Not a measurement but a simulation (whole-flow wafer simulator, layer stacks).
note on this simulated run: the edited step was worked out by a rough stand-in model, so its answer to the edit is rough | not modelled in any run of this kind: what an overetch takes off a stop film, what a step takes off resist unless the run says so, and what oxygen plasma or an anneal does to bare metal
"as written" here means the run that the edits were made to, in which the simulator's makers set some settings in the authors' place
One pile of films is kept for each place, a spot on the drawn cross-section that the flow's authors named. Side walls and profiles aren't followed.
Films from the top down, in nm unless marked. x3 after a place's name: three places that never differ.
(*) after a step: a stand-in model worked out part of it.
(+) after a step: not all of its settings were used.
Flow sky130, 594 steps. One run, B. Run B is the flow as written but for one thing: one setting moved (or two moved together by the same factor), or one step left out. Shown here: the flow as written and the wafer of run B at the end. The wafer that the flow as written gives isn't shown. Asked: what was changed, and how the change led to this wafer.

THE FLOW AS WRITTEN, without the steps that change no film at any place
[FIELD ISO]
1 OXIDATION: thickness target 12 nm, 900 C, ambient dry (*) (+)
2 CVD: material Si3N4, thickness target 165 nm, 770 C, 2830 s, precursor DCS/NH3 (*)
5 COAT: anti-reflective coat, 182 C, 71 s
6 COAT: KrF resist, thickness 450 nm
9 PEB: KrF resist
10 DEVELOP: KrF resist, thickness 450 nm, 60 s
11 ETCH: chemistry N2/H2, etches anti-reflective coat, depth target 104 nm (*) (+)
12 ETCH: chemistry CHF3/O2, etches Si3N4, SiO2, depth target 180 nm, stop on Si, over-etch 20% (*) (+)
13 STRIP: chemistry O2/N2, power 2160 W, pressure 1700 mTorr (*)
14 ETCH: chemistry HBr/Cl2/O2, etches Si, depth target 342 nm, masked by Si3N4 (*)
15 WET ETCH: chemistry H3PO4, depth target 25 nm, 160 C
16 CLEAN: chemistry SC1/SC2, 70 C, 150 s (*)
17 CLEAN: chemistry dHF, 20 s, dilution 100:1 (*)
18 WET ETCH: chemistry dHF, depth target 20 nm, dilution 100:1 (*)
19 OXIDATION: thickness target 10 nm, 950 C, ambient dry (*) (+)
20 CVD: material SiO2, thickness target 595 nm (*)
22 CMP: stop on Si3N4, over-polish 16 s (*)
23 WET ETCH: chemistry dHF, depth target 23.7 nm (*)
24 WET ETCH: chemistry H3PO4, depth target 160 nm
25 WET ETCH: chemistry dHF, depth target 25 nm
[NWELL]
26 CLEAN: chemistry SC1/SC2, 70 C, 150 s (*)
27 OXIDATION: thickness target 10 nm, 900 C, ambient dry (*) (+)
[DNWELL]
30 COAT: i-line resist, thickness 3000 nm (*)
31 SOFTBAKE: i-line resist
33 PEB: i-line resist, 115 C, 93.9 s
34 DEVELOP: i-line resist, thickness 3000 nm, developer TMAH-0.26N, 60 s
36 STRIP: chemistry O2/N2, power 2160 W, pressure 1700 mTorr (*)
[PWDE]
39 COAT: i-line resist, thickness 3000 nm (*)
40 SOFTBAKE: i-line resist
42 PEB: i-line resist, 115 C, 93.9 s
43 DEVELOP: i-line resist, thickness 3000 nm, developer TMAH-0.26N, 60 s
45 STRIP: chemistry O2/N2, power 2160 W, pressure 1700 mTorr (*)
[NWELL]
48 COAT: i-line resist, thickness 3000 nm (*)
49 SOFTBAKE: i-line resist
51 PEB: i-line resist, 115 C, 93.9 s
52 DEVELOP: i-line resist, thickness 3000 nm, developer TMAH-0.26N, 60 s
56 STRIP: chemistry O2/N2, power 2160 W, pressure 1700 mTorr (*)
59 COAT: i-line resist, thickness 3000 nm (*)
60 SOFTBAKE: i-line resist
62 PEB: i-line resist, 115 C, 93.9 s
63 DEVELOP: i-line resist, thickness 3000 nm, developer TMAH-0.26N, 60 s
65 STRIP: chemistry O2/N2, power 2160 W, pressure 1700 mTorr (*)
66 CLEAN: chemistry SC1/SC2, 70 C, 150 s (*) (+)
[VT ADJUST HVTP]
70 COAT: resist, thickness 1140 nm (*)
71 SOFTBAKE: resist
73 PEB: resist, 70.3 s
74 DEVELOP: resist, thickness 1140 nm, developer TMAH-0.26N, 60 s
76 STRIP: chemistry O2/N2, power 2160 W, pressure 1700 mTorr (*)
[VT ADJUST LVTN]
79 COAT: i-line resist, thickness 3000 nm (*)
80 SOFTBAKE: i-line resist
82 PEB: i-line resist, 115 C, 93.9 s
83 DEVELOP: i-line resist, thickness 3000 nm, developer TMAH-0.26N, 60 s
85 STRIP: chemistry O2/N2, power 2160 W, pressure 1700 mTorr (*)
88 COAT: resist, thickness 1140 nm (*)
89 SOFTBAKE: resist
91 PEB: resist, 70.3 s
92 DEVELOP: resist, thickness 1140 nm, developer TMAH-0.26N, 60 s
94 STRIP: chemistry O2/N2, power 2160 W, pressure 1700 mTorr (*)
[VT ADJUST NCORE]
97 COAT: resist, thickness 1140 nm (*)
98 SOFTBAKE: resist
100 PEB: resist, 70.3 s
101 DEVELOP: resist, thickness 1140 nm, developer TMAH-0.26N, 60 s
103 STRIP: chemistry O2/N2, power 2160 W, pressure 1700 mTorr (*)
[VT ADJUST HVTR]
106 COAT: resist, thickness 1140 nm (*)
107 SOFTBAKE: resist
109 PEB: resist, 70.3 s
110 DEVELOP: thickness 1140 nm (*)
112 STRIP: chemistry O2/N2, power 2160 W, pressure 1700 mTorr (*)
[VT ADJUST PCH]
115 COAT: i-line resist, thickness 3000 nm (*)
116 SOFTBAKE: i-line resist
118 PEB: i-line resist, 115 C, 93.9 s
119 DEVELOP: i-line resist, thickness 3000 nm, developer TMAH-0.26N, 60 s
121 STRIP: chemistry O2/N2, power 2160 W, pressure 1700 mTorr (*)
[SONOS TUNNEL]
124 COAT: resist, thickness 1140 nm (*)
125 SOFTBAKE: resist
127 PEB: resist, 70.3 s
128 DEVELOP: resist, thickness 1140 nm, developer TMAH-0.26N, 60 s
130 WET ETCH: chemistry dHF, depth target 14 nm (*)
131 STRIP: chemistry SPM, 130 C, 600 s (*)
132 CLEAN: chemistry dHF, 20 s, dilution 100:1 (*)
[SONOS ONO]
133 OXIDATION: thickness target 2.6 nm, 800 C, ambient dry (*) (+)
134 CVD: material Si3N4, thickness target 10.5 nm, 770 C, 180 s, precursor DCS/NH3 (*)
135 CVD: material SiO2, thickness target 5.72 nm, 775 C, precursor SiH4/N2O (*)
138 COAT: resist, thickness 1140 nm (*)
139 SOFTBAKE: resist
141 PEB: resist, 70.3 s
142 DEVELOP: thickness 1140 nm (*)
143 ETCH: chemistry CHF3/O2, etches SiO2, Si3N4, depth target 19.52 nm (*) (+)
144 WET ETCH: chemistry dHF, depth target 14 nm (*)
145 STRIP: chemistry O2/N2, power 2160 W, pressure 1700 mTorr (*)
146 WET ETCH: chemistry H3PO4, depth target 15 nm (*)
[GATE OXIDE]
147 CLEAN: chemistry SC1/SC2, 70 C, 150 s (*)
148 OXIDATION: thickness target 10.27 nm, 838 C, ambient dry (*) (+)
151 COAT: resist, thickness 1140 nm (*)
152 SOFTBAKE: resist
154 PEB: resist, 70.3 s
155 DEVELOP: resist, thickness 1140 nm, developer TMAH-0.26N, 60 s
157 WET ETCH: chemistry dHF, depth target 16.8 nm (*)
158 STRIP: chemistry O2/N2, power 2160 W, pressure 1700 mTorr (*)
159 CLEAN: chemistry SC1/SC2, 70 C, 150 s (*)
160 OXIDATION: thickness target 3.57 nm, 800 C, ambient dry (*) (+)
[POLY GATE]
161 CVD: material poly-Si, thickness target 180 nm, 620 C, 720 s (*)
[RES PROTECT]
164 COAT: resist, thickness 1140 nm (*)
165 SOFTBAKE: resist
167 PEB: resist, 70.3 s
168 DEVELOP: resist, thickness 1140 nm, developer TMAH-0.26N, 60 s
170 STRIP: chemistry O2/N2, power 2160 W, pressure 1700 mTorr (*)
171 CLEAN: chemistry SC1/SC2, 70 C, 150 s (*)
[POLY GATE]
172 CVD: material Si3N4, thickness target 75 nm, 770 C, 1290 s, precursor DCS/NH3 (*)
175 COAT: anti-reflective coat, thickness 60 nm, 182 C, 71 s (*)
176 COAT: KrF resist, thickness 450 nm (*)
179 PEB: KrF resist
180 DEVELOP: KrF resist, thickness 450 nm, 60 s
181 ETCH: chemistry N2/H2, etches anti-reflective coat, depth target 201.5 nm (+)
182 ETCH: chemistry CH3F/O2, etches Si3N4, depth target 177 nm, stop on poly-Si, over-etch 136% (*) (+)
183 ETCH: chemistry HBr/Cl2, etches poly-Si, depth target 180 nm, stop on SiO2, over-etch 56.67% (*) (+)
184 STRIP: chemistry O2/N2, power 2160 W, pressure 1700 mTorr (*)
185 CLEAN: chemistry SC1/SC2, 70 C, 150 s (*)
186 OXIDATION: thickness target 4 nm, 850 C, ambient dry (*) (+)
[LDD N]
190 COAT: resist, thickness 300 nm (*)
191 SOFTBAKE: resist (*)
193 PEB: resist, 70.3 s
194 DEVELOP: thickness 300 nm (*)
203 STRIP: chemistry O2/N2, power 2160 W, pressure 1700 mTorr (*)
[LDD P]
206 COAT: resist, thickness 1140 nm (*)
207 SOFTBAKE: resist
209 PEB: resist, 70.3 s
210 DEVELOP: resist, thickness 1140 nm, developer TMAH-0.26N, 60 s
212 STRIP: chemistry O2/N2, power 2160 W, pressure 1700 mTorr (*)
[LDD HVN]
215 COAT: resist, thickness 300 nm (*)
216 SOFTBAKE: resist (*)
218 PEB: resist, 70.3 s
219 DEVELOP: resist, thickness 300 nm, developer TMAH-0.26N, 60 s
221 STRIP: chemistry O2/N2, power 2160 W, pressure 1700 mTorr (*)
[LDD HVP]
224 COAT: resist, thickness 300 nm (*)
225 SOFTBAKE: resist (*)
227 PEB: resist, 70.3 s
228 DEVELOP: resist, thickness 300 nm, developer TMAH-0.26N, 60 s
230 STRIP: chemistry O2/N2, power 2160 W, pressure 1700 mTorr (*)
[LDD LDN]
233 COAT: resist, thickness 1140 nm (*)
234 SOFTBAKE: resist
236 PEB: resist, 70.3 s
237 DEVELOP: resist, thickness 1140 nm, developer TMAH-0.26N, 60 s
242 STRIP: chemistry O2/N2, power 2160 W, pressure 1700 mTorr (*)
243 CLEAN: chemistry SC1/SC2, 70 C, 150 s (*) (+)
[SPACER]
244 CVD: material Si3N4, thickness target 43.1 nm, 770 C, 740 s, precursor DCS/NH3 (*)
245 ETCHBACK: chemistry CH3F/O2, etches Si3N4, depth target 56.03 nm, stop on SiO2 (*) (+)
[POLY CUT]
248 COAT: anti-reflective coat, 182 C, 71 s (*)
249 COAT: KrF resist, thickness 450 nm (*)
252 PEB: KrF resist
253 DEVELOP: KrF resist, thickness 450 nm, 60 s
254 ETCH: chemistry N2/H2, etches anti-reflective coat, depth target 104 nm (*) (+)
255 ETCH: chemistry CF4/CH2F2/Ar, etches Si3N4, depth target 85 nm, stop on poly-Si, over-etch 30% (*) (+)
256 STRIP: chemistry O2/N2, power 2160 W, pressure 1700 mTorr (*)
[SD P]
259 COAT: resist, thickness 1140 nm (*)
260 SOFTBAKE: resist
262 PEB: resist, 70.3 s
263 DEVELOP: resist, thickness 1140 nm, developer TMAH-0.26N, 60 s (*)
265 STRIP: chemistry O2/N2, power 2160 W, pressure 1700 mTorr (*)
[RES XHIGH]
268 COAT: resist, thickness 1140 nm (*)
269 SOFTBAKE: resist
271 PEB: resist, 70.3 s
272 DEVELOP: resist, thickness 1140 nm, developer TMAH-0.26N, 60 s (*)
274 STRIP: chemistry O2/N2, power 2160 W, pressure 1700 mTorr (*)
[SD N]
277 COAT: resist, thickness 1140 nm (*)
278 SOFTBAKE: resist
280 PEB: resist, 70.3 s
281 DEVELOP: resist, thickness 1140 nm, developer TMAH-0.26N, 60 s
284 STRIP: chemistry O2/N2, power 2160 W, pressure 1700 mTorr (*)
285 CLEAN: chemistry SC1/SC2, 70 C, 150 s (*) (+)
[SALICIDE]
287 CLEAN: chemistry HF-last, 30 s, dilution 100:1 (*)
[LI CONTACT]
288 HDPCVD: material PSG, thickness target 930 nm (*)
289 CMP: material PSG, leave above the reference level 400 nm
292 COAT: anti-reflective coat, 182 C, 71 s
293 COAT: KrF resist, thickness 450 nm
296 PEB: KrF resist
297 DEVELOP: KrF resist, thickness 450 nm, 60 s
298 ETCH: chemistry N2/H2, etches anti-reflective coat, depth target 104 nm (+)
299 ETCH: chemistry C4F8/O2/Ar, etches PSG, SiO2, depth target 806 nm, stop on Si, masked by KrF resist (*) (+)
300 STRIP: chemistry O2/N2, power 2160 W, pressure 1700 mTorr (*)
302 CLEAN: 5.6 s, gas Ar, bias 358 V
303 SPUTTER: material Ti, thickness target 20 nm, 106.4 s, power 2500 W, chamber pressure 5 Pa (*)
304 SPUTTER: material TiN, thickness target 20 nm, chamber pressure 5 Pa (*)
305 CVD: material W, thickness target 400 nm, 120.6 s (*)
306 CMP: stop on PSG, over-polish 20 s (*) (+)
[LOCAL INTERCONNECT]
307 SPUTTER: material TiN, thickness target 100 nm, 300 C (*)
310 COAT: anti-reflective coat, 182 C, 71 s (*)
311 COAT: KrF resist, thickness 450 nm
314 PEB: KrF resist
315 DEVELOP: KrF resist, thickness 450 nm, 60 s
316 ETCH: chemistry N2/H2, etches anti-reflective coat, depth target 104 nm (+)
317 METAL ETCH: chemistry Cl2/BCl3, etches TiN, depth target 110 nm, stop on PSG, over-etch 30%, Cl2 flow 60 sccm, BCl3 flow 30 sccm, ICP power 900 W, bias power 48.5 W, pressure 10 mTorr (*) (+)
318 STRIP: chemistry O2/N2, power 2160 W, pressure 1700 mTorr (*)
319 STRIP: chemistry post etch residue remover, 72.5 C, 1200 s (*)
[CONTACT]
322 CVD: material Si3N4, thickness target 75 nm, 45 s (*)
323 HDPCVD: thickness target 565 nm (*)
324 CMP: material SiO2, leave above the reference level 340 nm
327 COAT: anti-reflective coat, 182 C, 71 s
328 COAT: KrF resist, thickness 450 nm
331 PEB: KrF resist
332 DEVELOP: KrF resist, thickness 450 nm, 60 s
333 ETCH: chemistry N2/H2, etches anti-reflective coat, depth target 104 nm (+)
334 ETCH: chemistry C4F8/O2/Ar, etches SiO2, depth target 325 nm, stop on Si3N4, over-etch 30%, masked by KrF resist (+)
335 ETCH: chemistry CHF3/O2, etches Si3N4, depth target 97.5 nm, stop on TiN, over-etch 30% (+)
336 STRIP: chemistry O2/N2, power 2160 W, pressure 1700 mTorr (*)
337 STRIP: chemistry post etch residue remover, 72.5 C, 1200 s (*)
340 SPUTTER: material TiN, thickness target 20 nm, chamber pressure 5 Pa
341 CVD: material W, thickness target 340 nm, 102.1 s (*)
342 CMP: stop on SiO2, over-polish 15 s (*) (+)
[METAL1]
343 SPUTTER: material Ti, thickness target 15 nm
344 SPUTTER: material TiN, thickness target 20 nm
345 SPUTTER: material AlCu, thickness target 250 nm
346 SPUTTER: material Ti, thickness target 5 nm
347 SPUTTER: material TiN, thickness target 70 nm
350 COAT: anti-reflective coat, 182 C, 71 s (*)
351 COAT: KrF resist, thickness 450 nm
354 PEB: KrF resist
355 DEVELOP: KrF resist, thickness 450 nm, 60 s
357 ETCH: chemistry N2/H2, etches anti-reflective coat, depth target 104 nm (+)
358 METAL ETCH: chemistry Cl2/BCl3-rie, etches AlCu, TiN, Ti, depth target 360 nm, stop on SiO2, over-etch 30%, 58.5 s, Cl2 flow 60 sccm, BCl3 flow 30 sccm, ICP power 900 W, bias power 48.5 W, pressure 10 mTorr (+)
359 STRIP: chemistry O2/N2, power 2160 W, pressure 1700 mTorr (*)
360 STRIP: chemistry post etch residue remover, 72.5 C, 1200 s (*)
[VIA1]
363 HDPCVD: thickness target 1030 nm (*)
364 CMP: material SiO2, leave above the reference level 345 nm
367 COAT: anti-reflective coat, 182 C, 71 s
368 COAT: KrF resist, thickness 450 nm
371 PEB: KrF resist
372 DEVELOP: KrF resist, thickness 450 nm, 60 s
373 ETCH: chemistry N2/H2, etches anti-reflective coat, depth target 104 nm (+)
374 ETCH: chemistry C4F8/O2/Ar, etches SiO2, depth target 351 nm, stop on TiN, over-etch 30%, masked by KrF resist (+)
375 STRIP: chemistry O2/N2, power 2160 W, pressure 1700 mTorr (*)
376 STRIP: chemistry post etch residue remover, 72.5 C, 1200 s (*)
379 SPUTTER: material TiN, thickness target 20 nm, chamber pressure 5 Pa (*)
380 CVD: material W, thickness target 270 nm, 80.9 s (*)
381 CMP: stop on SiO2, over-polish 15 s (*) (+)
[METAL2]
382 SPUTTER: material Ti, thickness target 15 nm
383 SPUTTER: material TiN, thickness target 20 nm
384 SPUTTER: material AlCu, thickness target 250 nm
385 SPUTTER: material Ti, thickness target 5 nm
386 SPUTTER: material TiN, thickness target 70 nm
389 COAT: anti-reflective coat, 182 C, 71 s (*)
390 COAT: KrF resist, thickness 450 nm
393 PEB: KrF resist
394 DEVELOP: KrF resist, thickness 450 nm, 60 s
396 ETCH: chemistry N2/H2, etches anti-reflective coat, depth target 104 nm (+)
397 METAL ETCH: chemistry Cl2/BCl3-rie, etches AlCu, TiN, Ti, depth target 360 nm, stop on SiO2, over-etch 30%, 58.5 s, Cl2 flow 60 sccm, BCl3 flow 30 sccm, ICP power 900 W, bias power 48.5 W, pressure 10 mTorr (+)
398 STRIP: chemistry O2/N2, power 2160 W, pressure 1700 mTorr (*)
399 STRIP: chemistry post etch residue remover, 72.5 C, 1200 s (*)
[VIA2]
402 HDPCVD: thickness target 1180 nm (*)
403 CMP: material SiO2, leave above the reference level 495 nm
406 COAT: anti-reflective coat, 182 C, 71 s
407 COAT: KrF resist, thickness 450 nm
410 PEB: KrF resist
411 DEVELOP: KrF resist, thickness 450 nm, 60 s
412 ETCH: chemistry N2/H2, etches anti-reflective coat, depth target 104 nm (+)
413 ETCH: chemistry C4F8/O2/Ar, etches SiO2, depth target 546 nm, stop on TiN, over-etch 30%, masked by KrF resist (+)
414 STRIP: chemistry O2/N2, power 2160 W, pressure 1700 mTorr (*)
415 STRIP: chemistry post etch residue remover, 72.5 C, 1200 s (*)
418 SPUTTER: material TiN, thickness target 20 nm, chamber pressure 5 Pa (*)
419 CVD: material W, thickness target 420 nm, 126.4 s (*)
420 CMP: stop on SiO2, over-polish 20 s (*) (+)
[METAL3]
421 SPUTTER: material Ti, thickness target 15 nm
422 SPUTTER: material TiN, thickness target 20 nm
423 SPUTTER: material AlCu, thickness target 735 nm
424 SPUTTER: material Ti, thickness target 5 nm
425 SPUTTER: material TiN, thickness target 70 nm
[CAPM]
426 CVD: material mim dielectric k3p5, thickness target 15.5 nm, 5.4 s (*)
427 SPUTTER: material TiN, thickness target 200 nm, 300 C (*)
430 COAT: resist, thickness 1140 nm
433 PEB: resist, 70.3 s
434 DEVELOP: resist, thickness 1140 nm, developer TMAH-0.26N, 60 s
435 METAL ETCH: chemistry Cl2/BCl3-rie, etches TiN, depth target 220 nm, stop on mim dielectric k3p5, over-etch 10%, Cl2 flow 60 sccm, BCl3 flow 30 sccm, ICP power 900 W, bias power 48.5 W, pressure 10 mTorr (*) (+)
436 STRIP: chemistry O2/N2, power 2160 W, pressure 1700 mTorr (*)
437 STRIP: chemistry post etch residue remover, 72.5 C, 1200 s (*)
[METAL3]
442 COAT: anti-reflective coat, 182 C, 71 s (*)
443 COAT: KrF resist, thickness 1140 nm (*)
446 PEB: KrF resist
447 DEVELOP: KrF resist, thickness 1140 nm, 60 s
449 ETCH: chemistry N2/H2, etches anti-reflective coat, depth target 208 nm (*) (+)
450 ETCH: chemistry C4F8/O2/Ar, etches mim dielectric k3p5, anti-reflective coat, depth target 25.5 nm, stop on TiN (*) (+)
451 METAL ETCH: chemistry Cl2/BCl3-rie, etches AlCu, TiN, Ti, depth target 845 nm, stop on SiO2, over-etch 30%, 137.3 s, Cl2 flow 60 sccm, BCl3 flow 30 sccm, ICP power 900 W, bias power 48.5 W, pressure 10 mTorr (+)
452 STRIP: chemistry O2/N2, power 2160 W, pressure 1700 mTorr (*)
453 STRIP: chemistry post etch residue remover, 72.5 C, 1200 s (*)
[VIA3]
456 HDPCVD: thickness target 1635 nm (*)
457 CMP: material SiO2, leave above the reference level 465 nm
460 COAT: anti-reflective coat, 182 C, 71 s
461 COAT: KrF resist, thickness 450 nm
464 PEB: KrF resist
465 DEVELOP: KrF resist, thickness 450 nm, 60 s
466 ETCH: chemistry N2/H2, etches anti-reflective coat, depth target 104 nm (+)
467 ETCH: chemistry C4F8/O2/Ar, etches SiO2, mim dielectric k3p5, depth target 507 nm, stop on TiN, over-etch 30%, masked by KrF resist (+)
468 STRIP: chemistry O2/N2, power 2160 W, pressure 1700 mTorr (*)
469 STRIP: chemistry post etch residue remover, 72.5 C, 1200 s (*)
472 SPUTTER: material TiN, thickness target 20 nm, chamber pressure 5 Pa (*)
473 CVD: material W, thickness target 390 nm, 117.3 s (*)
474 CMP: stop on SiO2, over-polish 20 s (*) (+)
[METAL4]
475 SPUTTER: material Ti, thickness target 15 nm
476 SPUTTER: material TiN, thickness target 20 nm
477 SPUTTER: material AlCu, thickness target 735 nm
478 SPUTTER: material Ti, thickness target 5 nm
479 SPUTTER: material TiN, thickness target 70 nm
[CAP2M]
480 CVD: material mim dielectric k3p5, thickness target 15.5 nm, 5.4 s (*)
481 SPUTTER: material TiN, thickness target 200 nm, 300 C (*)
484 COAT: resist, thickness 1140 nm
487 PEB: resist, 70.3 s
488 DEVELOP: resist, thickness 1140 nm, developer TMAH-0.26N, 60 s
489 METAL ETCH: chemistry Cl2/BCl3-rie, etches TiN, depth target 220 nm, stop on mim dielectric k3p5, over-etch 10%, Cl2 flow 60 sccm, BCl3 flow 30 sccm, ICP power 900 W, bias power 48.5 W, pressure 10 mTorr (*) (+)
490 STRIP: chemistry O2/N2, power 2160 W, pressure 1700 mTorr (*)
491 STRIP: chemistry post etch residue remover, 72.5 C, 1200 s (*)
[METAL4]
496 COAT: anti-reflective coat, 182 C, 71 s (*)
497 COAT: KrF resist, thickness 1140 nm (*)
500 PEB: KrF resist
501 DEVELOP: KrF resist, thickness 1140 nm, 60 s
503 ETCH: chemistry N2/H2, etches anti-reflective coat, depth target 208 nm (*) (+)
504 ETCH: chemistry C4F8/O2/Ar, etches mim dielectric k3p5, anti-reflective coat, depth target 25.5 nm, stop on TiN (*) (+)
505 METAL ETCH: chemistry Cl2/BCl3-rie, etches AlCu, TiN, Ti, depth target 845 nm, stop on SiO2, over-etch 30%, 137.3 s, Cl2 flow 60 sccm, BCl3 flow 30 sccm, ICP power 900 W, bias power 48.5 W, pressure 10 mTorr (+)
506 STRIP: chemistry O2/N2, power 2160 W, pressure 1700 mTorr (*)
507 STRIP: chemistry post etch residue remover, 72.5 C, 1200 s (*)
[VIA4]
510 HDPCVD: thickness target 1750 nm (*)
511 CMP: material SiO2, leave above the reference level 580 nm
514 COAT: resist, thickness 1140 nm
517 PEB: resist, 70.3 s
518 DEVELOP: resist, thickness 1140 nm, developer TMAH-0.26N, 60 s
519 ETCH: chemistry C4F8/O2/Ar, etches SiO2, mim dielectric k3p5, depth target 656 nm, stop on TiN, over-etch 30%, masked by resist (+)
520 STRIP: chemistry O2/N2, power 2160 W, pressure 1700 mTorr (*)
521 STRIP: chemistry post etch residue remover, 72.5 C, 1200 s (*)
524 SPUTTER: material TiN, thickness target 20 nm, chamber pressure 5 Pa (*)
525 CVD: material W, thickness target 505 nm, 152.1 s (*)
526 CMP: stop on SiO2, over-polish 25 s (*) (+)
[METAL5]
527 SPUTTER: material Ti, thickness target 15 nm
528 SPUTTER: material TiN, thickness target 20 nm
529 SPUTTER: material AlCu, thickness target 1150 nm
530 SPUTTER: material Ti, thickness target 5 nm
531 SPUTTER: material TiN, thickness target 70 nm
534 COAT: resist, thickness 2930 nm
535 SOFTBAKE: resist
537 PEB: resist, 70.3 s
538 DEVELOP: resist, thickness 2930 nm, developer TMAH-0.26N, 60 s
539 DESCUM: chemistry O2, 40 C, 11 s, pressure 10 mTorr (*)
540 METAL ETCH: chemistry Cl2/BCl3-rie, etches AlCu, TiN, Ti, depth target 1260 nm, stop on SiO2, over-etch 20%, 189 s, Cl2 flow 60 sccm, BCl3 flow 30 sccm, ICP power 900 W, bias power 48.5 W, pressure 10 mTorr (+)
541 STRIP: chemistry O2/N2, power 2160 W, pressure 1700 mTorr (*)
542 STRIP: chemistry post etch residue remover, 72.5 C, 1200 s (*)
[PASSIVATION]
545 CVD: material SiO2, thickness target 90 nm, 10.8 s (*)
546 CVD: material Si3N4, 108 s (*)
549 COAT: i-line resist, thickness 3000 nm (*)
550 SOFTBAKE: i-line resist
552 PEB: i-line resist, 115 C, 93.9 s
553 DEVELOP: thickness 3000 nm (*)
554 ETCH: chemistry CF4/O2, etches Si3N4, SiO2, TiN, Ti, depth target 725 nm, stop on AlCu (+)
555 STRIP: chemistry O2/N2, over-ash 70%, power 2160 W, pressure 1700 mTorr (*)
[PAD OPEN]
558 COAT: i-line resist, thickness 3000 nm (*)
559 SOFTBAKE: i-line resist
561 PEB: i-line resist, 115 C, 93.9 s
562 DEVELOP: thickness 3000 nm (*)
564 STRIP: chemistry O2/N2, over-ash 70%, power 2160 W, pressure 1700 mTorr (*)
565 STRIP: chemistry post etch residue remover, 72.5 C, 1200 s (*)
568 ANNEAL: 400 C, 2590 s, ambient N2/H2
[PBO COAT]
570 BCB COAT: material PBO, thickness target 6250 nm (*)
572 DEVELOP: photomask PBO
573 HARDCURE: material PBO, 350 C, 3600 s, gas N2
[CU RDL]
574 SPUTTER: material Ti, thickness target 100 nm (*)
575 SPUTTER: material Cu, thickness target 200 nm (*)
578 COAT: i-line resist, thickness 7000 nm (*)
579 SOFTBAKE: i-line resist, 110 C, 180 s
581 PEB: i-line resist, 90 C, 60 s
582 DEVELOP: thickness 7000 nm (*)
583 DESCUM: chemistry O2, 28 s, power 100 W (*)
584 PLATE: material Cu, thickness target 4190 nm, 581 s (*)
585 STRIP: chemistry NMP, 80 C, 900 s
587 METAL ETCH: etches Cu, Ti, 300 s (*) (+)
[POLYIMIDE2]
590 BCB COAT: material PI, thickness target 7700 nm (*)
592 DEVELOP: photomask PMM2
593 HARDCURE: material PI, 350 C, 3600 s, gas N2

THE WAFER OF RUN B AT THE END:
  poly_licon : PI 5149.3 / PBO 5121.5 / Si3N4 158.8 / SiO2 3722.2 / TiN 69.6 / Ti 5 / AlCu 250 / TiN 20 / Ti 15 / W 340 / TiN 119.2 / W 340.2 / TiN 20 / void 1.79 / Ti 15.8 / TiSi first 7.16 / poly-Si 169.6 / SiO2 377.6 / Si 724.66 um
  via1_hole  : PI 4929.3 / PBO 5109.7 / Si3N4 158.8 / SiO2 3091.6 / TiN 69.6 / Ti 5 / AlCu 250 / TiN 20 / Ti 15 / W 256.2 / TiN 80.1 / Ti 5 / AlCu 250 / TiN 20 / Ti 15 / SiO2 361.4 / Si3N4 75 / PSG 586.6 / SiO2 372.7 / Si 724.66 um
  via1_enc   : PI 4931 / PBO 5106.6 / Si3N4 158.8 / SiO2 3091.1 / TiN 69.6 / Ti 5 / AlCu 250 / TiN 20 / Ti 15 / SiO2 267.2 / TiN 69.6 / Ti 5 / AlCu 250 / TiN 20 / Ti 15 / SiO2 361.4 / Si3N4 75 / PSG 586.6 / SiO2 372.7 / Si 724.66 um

The cause: step 305, CVD: thickness target 340 nm was run, where the flow has thickness target 400 nm; step 305, CVD: 102.5 s was run, where the flow has 120.6 s.

How the change led to this, step by step:
  305 CVD: material W, thickness target 400 nm, 120.6 s (*)
      field, active, n_well and 185 more: W +340.2 (new film) (as written it would be: W +400 (new film))
      ndiff_licon: W +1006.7 (new film) (as written it would be: W +1066.5 (new film))
      (and at 2 more places)
  306 CMP: stop on PSG, over-polish 20 s (*) (+)
      poly_licon: nothing (as written it would be: W -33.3)
      field, active, n_well and 184 more: W -340.2 (all of it), TiN -20 (all of it), Ti -20 (all of it), PSG -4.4 (as written it would be: W -400 (all of it), TiN -20 (all of it), Ti -20 (all of it), PSG -4.4)
      (and at 3 more places)
  310 COAT: anti-reflective coat, 182 C, 71 s (*)
      poly_licon: anti-reflective coat +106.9 (new film) (as written it would be: anti-reflective coat +80.5 (new film))
  318 STRIP: chemistry O2/N2, power 2160 W, pressure 1700 mTorr (*)
      poly_licon: KrF resist -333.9 (all of it), anti-reflective coat -106.9 (all of it) (as written it would be: KrF resist -333.9 (all of it), anti-reflective coat -80.5 (all of it))
  324 CMP: material SiO2, leave above the reference level 340 nm
      poly_licon: SiO2 -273 (as written it would be: SiO2 -299.5)
  334 ETCH: chemistry C4F8/O2/Ar, etches SiO2, depth target 325 nm, stop on Si3N4, over-etch 30%, masked by KrF resist (+)
      poly_licon: SiO2 -291.4 (all of it) (as written it would be: SiO2 -264.9 (all of it))
  342 CMP: stop on SiO2, over-polish 15 s (*) (+)
      poly_licon: nothing (as written it would be: W -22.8)
  350 COAT: anti-reflective coat, 182 C, 71 s (*)
      poly_licon: anti-reflective coat +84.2 (new film) (as written it would be: anti-reflective coat +80.5 (new film))
  359 STRIP: chemistry O2/N2, power 2160 W, pressure 1700 mTorr (*)
      poly_licon: KrF resist -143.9 (all of it), anti-reflective coat -84.2 (all of it) (as written it would be: KrF resist -143.9 (all of it), anti-reflective coat -80.5 (all of it))
